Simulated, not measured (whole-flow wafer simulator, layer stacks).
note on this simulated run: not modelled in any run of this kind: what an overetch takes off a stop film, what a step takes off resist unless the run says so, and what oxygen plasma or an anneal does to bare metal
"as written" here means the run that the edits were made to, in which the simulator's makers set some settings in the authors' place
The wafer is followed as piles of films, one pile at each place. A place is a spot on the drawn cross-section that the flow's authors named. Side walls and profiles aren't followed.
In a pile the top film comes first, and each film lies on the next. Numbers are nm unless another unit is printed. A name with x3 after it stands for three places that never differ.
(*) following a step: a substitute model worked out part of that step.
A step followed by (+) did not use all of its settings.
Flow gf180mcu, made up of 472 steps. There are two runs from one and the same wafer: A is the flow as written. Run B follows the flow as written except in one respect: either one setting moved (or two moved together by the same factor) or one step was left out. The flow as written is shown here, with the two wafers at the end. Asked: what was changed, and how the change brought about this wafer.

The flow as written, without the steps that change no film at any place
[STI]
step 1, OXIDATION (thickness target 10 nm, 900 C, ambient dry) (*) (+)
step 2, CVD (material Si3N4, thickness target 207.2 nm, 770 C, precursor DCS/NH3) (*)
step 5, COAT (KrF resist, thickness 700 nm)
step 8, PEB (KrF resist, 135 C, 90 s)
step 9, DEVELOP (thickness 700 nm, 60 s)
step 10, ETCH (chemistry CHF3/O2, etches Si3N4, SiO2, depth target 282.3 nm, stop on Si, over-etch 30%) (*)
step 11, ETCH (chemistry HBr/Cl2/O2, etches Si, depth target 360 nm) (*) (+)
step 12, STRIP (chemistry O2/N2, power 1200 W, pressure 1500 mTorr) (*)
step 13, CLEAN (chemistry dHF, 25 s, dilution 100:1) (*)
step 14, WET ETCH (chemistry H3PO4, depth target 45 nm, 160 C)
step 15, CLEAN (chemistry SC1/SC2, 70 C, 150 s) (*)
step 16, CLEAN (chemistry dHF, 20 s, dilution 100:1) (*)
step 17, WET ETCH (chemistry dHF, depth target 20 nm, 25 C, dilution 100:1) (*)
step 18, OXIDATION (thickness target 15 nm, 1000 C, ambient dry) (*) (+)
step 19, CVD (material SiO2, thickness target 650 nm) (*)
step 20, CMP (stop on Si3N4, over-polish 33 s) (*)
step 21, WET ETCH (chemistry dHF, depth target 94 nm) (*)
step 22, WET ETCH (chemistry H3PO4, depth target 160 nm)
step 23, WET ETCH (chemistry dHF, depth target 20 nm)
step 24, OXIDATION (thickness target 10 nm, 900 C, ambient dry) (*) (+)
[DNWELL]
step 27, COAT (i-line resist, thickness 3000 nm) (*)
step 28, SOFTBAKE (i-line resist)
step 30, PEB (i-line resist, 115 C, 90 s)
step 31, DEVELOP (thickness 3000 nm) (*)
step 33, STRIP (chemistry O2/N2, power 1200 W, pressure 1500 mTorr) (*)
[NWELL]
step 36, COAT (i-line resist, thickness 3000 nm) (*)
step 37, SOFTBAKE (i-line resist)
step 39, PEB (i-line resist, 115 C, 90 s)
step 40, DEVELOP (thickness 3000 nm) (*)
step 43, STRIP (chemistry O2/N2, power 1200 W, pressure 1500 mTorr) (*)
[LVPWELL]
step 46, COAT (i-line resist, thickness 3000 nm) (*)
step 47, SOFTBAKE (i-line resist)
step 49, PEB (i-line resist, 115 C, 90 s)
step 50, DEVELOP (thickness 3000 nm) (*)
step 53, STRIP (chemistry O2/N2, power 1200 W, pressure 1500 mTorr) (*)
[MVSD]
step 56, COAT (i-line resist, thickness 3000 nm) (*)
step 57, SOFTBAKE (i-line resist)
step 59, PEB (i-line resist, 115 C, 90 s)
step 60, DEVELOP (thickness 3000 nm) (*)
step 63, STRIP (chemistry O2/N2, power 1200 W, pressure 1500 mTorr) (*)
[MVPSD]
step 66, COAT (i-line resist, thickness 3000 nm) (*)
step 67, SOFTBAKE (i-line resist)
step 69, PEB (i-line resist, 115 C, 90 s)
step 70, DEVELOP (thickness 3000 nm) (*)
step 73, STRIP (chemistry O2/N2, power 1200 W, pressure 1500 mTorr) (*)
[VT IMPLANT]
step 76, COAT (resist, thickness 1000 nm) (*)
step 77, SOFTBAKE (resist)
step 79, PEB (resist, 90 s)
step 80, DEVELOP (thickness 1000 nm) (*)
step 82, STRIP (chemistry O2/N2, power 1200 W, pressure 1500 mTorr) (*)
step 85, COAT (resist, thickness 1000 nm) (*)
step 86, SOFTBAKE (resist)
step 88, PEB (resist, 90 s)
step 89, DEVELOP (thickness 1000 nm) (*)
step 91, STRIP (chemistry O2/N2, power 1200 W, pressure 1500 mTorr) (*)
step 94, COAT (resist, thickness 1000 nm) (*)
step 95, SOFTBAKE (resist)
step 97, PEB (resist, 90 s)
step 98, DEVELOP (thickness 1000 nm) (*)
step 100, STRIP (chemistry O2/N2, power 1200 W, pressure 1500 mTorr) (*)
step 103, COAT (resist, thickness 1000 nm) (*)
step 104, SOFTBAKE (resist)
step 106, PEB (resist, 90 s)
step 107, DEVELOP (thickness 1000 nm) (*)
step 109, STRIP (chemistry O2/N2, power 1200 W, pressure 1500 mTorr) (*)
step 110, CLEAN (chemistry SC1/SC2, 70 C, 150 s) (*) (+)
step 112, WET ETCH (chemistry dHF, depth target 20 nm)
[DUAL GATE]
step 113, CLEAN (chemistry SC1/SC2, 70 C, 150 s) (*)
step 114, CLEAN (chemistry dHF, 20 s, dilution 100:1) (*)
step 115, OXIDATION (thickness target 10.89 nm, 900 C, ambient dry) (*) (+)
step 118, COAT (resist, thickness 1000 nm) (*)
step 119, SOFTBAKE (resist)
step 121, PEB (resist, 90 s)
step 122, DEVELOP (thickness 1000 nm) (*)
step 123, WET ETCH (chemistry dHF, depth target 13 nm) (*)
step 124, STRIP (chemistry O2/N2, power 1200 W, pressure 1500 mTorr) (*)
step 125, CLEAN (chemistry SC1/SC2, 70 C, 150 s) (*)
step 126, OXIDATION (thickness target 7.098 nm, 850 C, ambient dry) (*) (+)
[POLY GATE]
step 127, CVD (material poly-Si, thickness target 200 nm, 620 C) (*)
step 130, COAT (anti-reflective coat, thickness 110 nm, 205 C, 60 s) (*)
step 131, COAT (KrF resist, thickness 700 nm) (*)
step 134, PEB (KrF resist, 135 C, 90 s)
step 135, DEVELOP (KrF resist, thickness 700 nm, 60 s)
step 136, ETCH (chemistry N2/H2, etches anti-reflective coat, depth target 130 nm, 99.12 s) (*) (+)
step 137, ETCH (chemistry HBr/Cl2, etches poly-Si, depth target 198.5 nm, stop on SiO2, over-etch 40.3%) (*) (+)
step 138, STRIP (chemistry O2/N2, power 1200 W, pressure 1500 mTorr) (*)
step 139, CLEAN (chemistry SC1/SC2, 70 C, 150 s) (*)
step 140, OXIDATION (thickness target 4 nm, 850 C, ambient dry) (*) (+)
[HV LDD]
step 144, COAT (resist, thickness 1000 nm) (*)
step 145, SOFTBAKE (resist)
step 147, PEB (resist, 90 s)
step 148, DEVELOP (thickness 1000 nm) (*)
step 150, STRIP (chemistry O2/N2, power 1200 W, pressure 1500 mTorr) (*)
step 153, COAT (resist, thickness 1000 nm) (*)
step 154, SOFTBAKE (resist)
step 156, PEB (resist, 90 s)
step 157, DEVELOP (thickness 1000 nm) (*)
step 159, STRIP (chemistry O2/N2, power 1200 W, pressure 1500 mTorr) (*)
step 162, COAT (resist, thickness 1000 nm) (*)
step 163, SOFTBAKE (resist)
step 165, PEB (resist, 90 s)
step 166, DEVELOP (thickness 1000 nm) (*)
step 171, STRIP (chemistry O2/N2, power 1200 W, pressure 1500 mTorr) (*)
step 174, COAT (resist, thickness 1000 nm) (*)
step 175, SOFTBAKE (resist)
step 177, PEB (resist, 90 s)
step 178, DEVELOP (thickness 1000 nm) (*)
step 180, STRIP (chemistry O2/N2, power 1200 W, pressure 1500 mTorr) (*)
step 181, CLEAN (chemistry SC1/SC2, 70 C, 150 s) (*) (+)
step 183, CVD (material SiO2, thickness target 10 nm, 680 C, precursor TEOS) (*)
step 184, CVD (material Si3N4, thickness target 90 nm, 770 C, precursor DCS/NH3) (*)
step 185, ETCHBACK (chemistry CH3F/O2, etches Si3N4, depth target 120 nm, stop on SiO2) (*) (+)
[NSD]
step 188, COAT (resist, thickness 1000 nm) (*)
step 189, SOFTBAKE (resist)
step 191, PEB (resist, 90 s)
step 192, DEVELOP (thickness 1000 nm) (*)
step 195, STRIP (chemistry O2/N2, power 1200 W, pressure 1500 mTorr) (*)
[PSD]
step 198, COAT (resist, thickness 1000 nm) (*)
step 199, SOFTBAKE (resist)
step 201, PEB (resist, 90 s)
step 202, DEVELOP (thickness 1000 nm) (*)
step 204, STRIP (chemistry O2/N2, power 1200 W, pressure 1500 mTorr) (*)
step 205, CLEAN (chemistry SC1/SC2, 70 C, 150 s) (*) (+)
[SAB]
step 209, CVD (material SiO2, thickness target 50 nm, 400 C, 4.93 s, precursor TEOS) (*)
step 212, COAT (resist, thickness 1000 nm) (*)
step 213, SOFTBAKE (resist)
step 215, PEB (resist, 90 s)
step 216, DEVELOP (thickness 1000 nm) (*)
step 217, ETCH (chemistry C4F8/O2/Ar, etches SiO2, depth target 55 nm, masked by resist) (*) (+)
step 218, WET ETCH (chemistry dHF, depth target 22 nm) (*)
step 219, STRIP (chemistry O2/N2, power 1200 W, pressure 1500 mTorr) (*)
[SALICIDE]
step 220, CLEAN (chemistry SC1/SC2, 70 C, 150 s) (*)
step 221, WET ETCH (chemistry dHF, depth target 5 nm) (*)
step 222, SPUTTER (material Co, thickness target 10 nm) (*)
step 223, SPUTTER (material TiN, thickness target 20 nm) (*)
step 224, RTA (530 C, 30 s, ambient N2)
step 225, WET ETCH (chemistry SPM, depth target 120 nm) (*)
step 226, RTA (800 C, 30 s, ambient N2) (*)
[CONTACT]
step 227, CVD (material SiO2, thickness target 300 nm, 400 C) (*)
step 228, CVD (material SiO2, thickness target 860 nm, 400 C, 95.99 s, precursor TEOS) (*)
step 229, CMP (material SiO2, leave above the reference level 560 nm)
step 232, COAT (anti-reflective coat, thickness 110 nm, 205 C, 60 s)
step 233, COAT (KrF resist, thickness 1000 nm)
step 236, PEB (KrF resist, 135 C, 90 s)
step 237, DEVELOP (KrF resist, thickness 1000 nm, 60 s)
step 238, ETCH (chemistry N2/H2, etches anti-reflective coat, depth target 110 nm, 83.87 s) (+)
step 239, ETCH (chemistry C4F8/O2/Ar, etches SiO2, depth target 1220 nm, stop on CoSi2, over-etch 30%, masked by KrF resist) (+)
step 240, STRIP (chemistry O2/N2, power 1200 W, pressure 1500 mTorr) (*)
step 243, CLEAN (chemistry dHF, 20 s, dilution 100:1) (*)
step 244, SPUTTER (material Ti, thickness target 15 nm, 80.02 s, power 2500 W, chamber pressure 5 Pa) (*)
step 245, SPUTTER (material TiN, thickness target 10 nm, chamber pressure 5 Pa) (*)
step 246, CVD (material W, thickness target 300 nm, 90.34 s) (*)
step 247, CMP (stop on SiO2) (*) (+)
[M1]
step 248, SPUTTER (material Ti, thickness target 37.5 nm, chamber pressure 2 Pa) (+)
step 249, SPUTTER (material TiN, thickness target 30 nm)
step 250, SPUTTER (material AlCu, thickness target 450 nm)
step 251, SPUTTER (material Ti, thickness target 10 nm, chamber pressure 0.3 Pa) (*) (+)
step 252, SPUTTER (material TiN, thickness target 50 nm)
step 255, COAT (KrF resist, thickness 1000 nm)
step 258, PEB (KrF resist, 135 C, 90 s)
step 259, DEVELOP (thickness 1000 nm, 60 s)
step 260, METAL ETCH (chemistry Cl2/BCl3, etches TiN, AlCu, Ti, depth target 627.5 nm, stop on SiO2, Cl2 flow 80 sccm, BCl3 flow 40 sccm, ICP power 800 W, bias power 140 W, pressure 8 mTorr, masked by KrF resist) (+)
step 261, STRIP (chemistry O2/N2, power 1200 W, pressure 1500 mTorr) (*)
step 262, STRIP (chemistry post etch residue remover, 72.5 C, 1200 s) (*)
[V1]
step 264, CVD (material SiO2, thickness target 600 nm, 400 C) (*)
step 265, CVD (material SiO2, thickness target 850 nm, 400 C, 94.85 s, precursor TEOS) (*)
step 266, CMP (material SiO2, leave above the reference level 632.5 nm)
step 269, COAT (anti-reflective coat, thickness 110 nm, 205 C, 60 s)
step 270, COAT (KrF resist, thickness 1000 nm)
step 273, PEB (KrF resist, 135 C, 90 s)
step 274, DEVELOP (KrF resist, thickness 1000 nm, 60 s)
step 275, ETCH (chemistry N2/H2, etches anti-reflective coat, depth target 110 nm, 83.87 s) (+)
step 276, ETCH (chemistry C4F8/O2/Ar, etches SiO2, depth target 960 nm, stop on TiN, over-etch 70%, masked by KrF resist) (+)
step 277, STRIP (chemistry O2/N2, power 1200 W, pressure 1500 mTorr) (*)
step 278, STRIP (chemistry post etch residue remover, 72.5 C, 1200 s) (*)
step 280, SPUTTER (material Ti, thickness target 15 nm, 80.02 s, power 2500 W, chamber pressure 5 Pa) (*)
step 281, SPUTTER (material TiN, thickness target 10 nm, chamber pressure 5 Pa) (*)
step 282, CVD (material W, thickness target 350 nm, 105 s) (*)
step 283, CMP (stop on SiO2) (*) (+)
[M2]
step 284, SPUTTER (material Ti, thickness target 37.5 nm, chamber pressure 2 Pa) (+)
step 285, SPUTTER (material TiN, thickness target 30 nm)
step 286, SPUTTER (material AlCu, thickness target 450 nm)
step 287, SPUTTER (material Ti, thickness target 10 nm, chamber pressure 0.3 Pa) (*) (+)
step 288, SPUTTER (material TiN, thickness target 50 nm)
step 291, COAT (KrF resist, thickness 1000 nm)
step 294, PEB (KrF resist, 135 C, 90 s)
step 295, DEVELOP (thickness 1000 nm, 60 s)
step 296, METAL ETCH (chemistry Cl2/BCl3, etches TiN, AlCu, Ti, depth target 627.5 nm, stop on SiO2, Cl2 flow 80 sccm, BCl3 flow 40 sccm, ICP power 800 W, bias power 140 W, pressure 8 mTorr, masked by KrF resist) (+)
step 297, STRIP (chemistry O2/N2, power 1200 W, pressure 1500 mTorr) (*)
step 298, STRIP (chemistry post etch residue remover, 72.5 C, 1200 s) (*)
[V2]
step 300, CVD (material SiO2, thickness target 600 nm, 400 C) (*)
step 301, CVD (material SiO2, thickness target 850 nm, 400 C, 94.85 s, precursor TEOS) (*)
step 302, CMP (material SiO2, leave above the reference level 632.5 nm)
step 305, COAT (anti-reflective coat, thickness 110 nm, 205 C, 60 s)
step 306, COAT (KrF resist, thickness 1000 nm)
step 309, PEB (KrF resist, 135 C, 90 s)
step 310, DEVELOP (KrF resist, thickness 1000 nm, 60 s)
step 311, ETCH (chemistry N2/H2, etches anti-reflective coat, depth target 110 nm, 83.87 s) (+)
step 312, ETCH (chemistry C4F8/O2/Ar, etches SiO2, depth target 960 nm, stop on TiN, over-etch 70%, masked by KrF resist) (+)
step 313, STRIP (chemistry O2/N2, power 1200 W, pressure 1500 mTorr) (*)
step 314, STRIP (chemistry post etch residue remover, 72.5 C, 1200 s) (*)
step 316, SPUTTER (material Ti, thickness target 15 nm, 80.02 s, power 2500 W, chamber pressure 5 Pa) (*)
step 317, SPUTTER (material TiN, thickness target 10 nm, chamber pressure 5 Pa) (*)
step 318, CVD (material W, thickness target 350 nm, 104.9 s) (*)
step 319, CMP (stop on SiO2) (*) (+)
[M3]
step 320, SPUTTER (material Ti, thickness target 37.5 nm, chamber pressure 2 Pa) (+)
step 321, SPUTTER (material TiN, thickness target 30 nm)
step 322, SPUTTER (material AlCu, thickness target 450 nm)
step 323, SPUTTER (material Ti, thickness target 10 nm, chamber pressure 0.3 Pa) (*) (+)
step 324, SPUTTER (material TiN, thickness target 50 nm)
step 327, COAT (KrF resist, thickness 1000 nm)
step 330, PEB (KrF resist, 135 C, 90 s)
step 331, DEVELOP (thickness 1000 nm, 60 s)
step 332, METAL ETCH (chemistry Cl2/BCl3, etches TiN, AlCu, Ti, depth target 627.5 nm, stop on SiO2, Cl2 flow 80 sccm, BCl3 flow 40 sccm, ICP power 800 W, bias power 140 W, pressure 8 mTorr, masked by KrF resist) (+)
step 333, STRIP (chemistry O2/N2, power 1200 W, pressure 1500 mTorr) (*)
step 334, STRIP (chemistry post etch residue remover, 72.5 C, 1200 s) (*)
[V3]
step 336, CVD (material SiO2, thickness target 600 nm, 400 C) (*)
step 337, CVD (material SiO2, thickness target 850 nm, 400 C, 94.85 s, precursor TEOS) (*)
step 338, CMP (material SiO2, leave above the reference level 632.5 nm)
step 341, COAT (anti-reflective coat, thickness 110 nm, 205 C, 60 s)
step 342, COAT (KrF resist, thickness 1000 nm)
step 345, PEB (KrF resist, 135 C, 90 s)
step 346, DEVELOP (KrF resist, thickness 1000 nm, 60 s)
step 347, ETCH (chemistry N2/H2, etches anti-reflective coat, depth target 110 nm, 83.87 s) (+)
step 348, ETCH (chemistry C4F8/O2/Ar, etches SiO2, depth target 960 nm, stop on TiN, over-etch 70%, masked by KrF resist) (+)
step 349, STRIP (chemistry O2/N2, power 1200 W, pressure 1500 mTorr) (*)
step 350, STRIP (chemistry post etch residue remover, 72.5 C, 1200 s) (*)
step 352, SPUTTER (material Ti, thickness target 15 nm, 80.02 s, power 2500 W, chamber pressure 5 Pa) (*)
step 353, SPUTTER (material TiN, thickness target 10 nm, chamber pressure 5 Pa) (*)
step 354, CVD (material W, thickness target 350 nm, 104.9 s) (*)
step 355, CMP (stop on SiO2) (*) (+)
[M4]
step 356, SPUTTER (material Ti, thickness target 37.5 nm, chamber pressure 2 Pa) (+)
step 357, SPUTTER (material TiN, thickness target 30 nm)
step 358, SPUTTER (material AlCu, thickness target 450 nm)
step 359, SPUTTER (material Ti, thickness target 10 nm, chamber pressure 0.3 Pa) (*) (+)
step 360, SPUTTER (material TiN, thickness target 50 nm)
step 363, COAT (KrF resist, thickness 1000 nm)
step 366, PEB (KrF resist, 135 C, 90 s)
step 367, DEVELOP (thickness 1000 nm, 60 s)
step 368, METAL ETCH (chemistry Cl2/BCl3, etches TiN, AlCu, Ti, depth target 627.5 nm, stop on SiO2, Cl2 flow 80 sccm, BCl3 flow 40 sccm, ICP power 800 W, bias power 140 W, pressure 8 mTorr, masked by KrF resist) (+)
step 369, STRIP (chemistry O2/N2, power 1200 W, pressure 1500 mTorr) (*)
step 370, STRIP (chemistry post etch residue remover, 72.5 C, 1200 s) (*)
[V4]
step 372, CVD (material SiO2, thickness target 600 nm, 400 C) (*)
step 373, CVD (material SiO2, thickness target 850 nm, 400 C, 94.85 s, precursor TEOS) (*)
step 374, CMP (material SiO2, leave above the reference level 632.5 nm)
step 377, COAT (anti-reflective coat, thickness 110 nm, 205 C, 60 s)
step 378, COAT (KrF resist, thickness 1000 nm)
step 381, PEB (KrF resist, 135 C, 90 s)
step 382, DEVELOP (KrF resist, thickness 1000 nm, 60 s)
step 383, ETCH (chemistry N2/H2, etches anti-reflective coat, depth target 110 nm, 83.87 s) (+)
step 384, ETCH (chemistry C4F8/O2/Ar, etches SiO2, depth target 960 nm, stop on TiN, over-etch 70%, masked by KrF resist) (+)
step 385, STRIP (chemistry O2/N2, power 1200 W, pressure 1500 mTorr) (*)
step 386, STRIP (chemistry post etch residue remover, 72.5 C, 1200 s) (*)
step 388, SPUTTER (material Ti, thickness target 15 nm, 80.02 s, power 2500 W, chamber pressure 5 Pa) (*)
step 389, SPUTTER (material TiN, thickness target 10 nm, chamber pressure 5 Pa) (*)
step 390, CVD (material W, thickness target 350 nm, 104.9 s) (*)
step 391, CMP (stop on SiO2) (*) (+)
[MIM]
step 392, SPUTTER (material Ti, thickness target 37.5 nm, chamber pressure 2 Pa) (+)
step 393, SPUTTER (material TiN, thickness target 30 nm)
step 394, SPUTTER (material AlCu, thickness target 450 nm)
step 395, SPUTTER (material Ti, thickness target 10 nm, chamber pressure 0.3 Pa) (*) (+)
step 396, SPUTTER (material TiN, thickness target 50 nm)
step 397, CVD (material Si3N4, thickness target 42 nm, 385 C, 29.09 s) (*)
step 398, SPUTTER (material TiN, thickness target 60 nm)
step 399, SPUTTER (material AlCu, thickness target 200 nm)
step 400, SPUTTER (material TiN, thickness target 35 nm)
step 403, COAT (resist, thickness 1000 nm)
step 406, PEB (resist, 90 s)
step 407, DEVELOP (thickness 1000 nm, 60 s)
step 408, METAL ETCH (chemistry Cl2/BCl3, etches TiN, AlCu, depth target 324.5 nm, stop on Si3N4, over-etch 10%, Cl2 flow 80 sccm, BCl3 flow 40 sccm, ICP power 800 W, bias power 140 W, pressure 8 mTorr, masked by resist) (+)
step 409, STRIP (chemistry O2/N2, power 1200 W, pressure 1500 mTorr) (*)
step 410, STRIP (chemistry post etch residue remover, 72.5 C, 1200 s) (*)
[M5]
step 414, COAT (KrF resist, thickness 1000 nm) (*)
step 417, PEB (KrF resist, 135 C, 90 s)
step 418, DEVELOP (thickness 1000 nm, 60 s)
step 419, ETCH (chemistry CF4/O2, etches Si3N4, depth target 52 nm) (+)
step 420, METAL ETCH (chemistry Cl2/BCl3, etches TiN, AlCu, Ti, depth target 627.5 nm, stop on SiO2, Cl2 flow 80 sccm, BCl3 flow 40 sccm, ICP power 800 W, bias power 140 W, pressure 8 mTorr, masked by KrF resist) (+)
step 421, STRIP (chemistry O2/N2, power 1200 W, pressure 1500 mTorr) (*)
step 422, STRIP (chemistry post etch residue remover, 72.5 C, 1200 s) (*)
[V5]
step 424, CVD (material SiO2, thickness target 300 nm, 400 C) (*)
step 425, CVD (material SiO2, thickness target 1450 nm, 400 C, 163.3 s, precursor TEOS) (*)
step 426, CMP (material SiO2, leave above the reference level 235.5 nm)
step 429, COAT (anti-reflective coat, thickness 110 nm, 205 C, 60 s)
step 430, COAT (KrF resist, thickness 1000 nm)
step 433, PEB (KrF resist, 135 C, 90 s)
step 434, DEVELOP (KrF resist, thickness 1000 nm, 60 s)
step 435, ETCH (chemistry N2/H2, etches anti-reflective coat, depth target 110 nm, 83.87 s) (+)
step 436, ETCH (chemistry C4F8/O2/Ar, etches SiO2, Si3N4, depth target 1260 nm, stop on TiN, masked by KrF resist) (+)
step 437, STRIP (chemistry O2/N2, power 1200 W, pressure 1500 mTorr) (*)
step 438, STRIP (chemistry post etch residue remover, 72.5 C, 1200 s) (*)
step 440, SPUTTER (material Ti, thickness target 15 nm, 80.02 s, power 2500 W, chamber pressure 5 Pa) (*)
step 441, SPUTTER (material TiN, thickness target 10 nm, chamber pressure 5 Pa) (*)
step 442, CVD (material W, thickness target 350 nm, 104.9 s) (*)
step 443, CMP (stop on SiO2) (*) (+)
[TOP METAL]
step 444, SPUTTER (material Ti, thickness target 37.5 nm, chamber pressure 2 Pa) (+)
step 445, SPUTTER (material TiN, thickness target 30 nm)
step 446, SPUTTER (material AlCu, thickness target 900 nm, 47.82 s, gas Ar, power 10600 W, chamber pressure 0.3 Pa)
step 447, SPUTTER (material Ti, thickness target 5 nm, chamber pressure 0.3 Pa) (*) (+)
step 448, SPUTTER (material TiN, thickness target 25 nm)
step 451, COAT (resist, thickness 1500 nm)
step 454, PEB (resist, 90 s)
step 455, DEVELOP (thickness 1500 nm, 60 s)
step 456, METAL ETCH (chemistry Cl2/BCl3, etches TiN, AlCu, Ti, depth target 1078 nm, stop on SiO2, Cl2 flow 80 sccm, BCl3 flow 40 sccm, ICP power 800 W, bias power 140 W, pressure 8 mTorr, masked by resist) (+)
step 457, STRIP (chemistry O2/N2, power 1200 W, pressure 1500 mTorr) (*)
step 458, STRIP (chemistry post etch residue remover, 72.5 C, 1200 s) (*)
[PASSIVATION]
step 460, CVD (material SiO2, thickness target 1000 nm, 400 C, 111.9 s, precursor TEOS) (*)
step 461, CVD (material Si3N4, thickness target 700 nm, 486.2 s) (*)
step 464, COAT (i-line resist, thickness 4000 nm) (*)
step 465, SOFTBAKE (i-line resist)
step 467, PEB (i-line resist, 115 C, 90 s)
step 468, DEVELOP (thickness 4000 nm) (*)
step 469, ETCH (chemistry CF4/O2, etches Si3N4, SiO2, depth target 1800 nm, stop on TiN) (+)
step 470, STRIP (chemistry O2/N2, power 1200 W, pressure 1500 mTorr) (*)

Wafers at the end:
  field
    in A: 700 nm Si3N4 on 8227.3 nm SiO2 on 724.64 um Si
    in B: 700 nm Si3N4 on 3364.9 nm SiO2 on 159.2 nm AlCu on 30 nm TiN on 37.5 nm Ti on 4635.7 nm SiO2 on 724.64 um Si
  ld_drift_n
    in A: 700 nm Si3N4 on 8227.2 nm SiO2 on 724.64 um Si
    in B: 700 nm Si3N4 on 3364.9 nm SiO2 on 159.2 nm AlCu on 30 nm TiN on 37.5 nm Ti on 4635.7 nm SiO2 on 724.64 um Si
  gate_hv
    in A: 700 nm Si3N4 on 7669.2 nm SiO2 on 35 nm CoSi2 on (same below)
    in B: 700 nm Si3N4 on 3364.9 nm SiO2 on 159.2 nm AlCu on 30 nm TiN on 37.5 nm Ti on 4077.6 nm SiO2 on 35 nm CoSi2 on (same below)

What caused this: step 368, METAL ETCH: depth target 345.1 nm was run, though the flow has depth target 627.5 nm.

Step by step, how the change led to this:
  step 368, METAL ETCH (chemistry Cl2/BCl3, etches TiN, AlCu, Ti, depth target 627.5 nm, stop on SiO2, Cl2 flow 80 sccm, BCl3 flow 40 sccm, ICP power 800 W, bias power 140 W, pressure 8 mTorr, masked by KrF resist) (+)
      field, field__w1, field__w2 and 103 more: A TiN loses 50 (all of it), Ti loses 10 (all of it), AlCu loses 450 (all of it), TiN loses 30 (all of it), Ti loses 37.5 (all of it) | B TiN loses 50 (all of it), Ti loses 10 (all of it), AlCu loses 285.1
      field__w8, contact, m1, m1__w1, m1_nw: A KrF resist loses 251 | B KrF resist loses 138
  step 369, STRIP (chemistry O2/N2, power 1200 W, pressure 1500 mTorr) (*)
      field__w8, contact, m1, m1__w1, m1_nw: A KrF resist loses 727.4 (all of it) | B KrF resist loses 840.3 (all of it)
  step 370, STRIP (chemistry post etch residue remover, 72.5 C, 1200 s) (*)
      field, field__w1, field__w2 and 103 more: A nothing | B AlCu loses 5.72
  step 372, CVD (material SiO2, thickness target 600 nm, 400 C) (*)
      field, field__w1, field__w2 and 103 more: A SiO2 gains 600 | B SiO2 gains 600 (new film)
  step 374, CMP (material SiO2, leave above the reference level 632.5 nm)
      field, field__w1, field__w2 and 103 more: A SiO2 loses 300 | B SiO2 loses 526.7
If metal films that touch count as one body, field has 1 body; the flow as written gives 0 bodies.
If metal films that touch count as one body, ld_drift_n has 1 body; the flow as written gives 0 bodies.
If metal films that touch count as one body, gate_hv has 2 bodies (between them, from the top down: SiO2 4077.6); the flow as written gives 1 body.
